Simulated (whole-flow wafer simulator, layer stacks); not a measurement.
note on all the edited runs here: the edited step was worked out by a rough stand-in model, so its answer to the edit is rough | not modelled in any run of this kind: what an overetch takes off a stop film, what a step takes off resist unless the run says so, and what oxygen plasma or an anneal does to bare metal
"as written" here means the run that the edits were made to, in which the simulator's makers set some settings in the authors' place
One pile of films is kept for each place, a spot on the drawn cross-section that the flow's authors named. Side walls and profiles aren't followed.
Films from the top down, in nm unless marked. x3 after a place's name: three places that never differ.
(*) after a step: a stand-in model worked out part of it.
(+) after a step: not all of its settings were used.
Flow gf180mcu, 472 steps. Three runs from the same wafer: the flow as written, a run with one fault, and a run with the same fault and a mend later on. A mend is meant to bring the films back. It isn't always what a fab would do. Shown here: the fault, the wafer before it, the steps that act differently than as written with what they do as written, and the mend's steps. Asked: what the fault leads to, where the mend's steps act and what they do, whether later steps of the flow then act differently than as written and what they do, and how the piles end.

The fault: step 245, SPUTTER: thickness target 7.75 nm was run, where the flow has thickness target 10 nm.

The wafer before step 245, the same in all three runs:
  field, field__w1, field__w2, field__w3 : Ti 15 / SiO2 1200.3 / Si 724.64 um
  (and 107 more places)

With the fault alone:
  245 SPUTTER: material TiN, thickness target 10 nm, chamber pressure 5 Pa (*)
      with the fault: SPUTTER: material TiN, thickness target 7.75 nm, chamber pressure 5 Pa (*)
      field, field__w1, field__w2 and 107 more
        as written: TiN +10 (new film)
        with the fault: TiN +7.75 (new film)
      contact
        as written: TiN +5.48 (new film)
        with the fault: TiN +4.25 (new film)
  Later steps of the flow that act differently than as written (1 more step differs only slightly, by at most 2% or 0.5 nm, whichever is larger, and isn't shown):
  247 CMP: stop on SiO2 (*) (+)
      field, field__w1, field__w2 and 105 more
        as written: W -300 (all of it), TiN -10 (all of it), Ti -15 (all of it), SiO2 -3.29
        with the fault: W -300 (all of it), TiN -7.75 (all of it), Ti -15 (all of it), SiO2 -3.27
  At the end the piles differ from the flow's by more than 2% or 0.5 nm, whichever is larger, at contact, polyc_n, polyc_p.
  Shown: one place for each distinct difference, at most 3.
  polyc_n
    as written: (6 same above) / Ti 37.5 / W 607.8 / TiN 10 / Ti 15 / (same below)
    with the fault: (6 same above) / Ti 37.5 / W 610.1 / TiN 7.75 / Ti 15 / (same below)
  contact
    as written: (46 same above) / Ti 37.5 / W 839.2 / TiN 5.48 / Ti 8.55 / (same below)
    with the fault: (46 same above) / Ti 37.5 / W 840.5 / TiN 4.25 / Ti 8.55 / (same below)

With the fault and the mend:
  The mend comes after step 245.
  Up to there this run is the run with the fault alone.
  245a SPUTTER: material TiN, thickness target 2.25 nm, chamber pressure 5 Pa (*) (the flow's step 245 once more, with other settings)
      field, field__w1, field__w2 and 107 more
        TiN +2.25
      contact
        TiN +1.23
  No later step of the flow acts differently than as written at any place that is followed.
  At the end the piles are the same as the flow's at every place that both follow.
